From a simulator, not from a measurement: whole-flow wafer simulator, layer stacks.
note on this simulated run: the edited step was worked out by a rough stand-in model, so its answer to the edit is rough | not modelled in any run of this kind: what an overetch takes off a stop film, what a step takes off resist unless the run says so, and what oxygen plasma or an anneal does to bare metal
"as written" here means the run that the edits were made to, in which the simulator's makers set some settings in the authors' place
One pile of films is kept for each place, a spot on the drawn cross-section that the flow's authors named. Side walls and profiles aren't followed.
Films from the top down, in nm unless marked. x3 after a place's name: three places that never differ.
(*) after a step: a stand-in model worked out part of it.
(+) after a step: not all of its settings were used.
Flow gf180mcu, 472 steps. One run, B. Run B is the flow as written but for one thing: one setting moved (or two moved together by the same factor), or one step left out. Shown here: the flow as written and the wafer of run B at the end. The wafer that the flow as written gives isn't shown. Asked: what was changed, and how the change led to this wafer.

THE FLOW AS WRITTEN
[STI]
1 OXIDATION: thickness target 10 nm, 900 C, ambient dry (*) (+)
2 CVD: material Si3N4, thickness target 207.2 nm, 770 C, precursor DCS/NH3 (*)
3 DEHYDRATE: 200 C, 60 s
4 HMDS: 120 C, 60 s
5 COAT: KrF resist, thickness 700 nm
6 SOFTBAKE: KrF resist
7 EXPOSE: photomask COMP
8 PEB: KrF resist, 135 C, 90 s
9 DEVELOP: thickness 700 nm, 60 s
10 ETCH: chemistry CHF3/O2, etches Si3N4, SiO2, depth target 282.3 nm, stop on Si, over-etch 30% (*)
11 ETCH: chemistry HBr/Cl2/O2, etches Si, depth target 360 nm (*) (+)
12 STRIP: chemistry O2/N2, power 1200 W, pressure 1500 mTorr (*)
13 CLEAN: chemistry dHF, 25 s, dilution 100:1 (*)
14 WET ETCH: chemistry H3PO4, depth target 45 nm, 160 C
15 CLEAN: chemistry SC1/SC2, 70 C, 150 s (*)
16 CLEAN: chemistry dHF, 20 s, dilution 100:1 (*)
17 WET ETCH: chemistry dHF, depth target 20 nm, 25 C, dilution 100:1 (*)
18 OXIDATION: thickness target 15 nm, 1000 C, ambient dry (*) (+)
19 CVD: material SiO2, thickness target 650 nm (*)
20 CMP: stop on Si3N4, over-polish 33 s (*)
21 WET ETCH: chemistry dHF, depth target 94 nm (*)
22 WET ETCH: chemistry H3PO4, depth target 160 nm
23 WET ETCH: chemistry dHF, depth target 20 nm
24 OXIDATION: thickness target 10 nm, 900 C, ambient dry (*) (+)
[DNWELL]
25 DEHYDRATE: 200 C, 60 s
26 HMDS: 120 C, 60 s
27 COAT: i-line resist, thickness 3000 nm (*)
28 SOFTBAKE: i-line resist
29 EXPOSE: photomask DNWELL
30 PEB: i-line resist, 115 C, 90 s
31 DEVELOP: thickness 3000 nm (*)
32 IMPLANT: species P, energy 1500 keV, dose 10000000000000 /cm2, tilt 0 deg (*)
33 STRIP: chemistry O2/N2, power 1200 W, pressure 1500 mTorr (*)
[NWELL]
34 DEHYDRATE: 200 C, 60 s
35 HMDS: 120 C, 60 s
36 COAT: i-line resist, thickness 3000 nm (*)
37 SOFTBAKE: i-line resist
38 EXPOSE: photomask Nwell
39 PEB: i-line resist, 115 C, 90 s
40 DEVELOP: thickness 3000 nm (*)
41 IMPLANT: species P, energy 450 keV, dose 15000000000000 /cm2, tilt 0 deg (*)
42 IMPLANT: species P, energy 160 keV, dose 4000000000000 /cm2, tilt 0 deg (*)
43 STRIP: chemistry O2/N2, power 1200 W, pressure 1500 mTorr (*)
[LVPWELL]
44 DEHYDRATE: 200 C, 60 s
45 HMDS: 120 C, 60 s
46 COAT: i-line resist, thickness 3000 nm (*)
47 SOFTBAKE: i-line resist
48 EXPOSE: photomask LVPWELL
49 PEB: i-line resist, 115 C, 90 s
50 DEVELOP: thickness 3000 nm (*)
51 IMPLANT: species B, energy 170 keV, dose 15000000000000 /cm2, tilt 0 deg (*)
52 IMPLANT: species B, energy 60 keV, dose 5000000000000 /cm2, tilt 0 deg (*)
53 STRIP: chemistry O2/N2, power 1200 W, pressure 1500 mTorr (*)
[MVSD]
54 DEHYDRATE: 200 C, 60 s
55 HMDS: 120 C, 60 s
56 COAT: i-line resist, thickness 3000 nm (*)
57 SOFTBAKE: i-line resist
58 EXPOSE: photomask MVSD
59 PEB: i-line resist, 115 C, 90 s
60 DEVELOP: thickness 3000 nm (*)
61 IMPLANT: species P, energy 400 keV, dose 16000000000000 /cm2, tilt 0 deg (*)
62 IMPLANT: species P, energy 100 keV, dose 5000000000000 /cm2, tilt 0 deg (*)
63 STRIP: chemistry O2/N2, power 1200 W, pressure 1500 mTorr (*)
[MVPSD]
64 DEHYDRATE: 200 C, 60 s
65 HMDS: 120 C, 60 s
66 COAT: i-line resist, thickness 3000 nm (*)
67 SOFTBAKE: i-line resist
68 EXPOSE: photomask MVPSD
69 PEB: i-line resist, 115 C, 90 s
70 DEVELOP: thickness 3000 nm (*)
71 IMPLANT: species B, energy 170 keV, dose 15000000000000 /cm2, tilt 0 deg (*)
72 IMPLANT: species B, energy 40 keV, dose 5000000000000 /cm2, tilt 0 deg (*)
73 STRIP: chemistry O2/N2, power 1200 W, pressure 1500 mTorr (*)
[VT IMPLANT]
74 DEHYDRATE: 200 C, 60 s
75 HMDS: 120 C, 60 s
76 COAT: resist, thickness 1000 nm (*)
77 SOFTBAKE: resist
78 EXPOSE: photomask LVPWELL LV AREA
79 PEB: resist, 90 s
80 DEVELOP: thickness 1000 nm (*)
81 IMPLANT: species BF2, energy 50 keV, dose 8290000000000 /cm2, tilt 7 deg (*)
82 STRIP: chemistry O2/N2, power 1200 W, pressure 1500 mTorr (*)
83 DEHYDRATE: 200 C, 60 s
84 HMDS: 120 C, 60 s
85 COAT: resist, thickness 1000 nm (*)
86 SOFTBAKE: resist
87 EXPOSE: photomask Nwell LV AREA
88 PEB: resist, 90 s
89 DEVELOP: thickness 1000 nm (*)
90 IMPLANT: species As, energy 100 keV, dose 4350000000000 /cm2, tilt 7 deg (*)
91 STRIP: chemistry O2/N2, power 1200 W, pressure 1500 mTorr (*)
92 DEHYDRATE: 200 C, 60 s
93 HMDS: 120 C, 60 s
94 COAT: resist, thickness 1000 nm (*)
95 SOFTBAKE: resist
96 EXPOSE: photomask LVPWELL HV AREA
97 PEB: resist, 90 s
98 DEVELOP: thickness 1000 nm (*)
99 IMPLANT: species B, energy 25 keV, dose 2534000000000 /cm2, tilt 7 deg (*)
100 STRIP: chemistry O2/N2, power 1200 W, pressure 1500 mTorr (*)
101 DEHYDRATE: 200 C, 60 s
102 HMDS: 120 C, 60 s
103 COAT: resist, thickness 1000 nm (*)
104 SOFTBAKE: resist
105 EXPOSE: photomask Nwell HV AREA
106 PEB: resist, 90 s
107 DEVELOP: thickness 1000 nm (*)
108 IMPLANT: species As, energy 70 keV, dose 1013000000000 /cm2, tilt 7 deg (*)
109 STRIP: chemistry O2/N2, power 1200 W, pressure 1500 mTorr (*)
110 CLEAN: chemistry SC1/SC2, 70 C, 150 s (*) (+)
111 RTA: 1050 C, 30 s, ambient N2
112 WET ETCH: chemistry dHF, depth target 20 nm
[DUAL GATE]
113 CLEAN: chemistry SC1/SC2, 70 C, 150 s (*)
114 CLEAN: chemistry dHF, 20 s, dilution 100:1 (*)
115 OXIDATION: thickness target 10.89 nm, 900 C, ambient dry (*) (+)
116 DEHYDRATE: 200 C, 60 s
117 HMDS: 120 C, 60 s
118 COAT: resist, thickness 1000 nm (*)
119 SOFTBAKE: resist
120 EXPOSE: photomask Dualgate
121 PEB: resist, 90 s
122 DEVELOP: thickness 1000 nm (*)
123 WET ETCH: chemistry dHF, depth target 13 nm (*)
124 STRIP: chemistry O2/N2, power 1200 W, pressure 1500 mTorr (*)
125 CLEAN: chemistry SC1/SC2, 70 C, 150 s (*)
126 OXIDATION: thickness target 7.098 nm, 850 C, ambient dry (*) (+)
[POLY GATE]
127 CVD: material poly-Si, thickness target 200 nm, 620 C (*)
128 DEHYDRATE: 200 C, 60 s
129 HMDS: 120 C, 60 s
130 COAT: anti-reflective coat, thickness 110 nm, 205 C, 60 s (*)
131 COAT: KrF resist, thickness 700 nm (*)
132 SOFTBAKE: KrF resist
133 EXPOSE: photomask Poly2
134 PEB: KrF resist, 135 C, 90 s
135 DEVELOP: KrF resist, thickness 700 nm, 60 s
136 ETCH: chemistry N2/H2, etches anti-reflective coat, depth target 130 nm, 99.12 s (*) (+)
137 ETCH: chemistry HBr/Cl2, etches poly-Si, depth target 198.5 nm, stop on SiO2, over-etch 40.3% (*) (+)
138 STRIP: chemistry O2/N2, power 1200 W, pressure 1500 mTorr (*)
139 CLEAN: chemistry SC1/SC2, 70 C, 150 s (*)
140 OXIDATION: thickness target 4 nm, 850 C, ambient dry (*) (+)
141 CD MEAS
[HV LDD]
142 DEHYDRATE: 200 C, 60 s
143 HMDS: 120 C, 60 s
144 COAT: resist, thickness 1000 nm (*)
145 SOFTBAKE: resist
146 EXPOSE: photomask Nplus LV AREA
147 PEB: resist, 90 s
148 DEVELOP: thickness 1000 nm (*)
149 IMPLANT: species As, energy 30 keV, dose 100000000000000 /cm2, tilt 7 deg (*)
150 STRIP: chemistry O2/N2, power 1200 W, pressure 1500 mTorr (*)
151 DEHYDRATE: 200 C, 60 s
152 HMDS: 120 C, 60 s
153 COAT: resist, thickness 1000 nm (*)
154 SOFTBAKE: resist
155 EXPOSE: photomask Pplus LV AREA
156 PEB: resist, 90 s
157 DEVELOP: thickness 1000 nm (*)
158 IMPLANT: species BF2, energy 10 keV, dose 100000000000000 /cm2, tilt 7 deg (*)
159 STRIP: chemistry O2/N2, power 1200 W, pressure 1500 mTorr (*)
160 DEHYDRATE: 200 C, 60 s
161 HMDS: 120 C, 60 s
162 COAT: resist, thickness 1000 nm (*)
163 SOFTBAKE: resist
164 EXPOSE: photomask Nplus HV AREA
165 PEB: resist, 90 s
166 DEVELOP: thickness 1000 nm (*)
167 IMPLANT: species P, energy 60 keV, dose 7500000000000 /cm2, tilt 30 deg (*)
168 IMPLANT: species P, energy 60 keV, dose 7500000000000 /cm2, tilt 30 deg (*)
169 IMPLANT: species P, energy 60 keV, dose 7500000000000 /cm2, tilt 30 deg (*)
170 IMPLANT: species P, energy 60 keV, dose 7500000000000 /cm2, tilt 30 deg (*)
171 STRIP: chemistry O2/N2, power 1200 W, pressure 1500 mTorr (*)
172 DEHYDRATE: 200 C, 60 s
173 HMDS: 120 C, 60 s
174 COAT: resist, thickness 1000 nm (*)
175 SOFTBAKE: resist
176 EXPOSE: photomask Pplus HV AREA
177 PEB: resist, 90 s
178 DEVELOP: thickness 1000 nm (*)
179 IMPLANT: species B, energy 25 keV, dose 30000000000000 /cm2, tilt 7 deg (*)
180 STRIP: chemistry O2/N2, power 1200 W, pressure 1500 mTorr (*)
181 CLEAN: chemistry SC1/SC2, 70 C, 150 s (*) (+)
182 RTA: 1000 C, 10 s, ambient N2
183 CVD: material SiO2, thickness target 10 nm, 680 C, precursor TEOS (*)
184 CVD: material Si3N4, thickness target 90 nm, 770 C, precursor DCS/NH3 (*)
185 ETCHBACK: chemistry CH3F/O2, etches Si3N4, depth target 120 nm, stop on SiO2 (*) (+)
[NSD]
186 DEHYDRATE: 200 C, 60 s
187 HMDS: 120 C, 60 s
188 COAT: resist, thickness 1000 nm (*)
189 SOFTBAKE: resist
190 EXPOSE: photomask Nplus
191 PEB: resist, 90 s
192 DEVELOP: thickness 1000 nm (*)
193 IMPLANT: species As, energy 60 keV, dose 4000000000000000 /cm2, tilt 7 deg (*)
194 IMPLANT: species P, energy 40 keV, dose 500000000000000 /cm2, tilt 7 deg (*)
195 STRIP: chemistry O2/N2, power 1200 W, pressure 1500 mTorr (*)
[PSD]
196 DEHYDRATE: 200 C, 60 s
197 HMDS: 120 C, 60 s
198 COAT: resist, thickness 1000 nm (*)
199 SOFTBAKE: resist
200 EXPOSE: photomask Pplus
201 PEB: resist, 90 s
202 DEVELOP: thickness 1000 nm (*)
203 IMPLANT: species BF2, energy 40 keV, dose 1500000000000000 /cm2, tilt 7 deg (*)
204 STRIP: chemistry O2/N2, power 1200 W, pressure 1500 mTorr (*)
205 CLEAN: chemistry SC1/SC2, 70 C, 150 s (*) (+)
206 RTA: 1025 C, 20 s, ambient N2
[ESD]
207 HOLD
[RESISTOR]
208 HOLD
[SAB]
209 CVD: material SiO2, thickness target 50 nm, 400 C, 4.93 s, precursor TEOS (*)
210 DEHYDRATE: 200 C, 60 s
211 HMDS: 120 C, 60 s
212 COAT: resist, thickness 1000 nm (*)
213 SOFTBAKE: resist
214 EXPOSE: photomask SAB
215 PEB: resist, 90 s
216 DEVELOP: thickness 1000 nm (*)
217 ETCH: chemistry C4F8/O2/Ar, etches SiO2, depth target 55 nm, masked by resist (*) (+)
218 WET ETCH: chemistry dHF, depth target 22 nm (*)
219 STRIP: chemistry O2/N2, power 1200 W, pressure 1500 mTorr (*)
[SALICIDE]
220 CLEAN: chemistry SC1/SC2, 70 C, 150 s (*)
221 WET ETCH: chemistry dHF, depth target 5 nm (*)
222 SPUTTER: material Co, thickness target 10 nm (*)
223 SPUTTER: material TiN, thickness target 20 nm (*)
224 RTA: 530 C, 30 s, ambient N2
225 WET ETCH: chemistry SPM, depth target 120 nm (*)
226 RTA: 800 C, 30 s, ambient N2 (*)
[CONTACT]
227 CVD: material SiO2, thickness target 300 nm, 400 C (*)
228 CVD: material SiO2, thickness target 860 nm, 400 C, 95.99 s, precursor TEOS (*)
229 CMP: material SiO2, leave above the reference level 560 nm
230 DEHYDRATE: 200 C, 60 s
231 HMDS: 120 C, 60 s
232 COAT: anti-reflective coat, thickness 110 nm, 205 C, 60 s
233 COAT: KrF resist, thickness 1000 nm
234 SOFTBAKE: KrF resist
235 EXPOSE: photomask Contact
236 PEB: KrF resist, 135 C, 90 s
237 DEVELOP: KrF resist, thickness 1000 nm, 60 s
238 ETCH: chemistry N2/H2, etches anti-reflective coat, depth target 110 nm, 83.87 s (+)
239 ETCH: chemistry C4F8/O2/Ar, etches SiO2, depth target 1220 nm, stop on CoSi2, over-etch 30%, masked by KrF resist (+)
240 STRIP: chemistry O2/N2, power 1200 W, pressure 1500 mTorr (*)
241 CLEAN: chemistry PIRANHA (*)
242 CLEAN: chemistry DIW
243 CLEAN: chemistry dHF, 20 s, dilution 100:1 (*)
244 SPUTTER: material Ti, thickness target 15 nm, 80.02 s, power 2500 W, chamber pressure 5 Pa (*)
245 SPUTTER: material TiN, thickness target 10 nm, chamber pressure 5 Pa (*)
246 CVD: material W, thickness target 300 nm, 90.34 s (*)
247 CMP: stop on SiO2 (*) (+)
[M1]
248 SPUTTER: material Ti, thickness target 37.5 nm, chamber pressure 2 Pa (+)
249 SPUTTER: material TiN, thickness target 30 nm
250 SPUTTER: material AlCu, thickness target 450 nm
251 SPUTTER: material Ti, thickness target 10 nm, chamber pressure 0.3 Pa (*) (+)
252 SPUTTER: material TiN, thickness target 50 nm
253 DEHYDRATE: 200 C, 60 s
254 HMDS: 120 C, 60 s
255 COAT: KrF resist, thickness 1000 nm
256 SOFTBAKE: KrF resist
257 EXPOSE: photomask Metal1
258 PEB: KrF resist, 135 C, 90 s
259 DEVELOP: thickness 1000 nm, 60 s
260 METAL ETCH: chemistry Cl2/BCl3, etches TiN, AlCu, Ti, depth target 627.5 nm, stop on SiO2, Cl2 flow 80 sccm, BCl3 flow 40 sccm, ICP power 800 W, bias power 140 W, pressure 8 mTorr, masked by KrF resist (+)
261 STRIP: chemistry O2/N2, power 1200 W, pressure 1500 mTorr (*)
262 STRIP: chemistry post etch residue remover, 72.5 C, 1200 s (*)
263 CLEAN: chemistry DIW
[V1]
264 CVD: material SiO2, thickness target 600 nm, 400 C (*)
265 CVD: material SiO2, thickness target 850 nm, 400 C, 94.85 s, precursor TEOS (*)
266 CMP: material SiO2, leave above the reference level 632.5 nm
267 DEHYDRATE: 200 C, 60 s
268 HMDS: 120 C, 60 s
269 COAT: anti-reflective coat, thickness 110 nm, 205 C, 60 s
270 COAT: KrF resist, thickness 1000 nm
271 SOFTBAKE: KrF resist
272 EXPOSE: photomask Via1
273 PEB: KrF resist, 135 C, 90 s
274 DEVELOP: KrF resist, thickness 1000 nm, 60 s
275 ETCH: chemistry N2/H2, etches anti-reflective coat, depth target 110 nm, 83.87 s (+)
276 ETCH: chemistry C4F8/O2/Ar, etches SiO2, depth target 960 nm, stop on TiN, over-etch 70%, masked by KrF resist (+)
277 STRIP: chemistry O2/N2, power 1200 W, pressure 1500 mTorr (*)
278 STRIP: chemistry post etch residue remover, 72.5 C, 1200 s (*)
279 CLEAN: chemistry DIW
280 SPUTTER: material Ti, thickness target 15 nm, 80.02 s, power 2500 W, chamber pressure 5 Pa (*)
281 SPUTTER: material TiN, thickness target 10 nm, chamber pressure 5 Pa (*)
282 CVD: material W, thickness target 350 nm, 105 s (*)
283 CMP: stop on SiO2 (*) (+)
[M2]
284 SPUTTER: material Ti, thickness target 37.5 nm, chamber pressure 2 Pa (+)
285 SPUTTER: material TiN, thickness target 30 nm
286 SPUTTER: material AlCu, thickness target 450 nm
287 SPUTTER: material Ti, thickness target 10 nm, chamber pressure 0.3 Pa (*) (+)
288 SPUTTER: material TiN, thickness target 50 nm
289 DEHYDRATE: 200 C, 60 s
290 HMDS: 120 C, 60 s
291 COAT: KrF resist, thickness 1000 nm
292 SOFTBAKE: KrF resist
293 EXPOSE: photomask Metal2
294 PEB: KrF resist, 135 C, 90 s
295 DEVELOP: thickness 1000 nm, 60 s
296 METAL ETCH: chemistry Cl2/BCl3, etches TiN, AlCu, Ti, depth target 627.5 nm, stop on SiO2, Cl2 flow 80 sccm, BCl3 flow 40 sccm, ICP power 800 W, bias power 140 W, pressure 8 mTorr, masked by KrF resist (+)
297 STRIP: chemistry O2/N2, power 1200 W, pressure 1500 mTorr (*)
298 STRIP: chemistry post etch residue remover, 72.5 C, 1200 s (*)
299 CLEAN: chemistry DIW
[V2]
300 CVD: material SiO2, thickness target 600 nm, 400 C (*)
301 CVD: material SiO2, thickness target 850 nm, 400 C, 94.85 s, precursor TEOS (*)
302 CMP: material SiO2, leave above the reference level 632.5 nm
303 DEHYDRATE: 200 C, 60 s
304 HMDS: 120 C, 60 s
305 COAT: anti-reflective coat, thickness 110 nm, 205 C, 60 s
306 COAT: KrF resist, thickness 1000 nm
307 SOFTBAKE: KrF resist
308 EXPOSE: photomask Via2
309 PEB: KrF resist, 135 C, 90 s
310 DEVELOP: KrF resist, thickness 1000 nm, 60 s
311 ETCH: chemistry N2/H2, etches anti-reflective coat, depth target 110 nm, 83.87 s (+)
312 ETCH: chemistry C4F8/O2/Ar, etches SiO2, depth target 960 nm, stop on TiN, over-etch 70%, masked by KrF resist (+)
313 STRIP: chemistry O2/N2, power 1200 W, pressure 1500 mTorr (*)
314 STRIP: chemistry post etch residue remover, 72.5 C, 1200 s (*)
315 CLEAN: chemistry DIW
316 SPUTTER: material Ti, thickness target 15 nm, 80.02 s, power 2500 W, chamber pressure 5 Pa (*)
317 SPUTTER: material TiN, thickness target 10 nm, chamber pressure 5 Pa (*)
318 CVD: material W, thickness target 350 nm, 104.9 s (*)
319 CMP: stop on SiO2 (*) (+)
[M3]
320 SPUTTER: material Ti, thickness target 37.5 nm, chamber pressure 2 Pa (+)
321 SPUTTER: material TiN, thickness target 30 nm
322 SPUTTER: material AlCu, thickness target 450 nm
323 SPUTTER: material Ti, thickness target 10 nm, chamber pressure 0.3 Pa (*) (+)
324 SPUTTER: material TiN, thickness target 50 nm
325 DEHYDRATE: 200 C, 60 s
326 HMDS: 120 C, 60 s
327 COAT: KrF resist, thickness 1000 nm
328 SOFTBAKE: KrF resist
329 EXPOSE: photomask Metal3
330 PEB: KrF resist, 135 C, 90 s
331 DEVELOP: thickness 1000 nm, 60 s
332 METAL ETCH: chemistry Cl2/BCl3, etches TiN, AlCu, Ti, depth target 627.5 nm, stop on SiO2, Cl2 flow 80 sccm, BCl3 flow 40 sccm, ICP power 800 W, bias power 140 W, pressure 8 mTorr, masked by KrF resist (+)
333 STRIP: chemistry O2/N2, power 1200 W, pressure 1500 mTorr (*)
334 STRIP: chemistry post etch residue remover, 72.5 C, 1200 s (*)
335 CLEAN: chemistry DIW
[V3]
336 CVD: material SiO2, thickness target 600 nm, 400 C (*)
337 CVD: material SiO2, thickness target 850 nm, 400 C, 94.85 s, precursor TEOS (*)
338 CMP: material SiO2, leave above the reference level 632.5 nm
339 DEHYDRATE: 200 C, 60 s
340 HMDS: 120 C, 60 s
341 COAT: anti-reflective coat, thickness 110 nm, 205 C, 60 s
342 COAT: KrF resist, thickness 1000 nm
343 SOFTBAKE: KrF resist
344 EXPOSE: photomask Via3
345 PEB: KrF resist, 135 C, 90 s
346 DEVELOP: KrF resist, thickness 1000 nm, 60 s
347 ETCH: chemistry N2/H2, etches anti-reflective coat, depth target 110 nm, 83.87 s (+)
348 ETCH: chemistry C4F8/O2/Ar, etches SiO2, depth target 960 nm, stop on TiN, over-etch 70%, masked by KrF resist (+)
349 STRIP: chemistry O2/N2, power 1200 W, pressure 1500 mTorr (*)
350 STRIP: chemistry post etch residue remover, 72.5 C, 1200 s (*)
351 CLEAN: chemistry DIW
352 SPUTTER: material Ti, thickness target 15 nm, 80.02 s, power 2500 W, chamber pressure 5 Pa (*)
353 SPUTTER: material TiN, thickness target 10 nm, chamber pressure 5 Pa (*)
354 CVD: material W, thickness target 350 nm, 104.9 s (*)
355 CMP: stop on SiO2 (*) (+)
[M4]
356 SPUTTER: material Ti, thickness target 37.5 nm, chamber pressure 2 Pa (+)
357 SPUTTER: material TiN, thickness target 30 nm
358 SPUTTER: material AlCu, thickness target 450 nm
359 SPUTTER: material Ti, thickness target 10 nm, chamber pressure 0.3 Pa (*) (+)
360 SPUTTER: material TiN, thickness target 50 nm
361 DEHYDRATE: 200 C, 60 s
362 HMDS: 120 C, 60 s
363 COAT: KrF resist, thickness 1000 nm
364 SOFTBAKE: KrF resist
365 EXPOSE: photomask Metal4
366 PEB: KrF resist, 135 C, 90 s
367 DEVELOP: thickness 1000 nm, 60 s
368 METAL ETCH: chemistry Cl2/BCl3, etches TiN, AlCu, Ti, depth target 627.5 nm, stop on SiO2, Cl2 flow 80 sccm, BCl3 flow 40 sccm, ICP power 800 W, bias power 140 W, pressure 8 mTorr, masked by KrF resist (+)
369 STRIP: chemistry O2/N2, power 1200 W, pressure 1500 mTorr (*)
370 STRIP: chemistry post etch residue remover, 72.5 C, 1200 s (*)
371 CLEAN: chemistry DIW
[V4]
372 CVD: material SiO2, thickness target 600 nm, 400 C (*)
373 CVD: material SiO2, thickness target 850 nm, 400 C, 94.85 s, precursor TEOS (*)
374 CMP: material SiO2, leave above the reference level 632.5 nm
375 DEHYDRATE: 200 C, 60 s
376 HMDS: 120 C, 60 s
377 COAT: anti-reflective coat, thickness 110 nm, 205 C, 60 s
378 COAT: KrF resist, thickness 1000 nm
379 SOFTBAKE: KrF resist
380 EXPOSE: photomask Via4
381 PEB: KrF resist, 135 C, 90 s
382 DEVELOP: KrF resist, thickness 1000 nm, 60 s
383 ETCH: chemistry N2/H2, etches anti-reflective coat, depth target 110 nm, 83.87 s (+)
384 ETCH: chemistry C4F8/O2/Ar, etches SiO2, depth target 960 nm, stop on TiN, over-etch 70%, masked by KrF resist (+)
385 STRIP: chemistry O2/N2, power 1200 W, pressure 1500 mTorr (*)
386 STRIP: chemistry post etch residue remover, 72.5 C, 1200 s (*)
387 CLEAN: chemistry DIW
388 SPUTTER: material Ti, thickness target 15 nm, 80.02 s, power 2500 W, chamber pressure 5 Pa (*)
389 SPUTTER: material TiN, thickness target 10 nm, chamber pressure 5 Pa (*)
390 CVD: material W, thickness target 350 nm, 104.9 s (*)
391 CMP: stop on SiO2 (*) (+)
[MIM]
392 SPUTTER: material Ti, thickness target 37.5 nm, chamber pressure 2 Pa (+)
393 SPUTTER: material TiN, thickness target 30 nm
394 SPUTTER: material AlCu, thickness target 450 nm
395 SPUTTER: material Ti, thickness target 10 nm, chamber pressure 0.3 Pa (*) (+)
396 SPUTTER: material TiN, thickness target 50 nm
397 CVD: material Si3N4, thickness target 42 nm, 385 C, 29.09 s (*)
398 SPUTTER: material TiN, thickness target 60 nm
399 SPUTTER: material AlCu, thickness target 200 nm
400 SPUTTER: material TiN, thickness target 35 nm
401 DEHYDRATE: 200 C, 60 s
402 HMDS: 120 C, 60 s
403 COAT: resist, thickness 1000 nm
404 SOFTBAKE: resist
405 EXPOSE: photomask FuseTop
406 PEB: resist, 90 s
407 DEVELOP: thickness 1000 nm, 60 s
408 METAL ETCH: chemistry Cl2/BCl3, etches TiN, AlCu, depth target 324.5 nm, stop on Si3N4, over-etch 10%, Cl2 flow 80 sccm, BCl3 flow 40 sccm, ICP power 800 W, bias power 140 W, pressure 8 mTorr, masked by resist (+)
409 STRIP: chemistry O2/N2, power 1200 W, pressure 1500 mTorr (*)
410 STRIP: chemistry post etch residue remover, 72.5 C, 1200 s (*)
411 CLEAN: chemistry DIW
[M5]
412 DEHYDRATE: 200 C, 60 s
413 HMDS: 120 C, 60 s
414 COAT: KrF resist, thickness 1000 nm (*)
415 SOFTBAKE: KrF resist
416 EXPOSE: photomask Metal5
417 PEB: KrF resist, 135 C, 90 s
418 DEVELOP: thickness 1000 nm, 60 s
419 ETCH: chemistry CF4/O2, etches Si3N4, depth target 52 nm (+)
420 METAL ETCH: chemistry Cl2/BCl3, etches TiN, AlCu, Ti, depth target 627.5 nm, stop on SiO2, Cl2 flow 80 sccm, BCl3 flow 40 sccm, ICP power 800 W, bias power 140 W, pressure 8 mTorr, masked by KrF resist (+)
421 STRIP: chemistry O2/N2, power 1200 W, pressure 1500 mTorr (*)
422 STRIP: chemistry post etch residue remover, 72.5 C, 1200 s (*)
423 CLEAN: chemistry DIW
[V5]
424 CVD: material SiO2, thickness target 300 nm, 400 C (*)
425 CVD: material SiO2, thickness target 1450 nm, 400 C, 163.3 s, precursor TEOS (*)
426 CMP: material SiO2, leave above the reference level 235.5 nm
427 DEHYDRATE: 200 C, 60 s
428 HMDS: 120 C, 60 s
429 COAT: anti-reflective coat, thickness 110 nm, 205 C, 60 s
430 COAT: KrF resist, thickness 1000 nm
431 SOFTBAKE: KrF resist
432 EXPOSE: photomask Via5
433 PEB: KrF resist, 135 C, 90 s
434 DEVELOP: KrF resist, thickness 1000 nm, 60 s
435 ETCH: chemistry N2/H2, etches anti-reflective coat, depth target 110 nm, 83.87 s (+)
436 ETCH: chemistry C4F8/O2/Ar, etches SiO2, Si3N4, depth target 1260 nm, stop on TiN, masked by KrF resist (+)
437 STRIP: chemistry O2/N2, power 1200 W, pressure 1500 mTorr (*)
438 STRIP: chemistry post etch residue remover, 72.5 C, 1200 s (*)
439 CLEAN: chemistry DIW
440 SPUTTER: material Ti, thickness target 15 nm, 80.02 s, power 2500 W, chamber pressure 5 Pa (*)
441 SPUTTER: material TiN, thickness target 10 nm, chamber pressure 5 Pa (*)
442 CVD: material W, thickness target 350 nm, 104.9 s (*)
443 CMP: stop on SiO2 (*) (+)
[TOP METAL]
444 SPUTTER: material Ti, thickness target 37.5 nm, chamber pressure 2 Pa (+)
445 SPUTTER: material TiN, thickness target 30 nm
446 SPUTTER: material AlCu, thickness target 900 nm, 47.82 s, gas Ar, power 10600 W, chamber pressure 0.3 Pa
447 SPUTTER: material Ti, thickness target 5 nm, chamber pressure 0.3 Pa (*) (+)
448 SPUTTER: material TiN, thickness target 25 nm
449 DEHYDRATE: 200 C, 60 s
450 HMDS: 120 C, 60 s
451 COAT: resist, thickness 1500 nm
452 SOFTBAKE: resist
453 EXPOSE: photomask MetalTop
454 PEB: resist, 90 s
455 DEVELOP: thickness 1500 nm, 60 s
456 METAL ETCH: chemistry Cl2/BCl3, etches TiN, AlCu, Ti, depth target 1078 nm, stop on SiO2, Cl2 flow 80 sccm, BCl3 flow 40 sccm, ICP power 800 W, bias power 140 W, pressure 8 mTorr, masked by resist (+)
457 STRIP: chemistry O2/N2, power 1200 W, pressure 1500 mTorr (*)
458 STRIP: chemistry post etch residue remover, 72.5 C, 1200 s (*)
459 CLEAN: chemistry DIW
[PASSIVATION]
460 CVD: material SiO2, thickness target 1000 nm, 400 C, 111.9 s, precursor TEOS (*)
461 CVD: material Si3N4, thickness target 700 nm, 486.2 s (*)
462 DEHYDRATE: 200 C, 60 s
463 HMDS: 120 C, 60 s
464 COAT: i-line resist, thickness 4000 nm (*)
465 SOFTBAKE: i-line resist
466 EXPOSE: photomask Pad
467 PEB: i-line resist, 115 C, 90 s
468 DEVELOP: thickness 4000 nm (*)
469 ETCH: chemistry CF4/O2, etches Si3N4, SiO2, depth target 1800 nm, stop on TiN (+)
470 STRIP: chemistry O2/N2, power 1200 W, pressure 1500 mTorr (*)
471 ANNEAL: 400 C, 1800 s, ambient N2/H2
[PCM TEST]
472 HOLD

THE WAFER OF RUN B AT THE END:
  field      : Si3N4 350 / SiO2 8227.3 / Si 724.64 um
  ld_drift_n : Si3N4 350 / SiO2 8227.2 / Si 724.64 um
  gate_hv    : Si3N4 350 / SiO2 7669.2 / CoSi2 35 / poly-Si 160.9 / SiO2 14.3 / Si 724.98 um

The cause: step 461, CVD: thickness target 350 nm was run, where the flow has thickness target 700 nm.
It can be read off the wafer: field has Si3N4 350, and step 461 as written asks for 700 nm.

How the change led to this, step by step:
  461 CVD: material Si3N4, thickness target 700 nm, 486.2 s (*)
      field, field__w1, field__w2 and 109 more: Si3N4 +350 (new film) (as written it would be: Si3N4 +700 (new film))
  465 SOFTBAKE: i-line resist
      field__w11, field__w13: i-line resist +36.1 (as written it would be: i-line resist +37.9)
      field: i-line resist -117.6 (as written it would be: i-line resist -120.6)
      (and at 56 more places)
  469 ETCH: chemistry CF4/O2, etches Si3N4, SiO2, depth target 1800 nm, stop on TiN (+)
      pad: Si3N4 -350 (all of it), SiO2 -1000 (all of it) (as written it would be: Si3N4 -700 (all of it), SiO2 -1000 (all of it))
